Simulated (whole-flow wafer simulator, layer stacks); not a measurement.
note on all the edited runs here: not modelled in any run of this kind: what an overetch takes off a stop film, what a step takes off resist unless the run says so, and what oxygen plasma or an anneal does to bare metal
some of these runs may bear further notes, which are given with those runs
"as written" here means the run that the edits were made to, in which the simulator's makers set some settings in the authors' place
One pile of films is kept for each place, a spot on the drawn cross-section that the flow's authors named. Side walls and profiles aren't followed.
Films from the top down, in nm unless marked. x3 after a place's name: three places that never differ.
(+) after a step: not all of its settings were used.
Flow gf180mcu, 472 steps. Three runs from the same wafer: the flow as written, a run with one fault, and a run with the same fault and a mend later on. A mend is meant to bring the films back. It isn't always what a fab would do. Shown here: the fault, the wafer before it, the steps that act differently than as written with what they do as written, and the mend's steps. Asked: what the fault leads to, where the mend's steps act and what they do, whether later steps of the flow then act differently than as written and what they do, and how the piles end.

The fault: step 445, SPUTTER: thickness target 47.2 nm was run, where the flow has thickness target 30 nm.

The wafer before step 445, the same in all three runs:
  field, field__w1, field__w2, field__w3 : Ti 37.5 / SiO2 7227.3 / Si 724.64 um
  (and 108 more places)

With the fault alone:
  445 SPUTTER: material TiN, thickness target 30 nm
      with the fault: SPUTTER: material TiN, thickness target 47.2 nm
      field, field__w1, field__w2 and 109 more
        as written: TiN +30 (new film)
        with the fault: TiN +47.2 (new film)
  Later steps of the flow that act differently than as written (4 more steps differ only slightly, by at most 2% or 0.5 nm, whichever is larger, and aren't shown):
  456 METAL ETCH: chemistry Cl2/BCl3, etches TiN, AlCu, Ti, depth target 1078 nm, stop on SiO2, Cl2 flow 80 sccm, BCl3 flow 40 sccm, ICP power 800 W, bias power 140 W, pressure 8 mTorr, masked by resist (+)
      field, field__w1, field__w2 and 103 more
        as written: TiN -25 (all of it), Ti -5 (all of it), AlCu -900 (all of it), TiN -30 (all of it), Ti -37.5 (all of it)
        with the fault: TiN -25 (all of it), Ti -5 (all of it), AlCu -900 (all of it), TiN -47.2 (all of it), Ti -37.5 (all of it)
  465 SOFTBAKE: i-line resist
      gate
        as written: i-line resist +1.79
        with the fault: i-line resist -0.22
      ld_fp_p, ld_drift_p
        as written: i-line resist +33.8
        with the fault: i-line resist +27.7
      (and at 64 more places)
  At the end the piles differ from the flow's by more than 2% or 0.5 nm, whichever is larger, at field__w8, contact, m1, m1__w1, pad, m1_nw.
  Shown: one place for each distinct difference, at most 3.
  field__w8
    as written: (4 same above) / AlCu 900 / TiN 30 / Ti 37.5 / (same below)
    with the fault: (4 same above) / AlCu 900 / TiN 47.2 / Ti 37.5 / (same below)
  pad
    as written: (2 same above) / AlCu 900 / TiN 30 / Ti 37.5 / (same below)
    with the fault: (2 same above) / AlCu 900 / TiN 47.2 / Ti 37.5 / (same below)

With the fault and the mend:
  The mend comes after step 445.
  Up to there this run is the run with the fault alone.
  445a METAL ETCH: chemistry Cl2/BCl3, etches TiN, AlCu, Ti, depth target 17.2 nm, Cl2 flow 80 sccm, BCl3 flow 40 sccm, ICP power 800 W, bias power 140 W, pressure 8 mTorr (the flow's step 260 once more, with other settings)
      field, field__w1, field__w2 and 109 more
        TiN -17.2
  No later step of the flow acts differently than as written at any place that is followed.
  At the end the piles are the same as the flow's at every place that both follow.
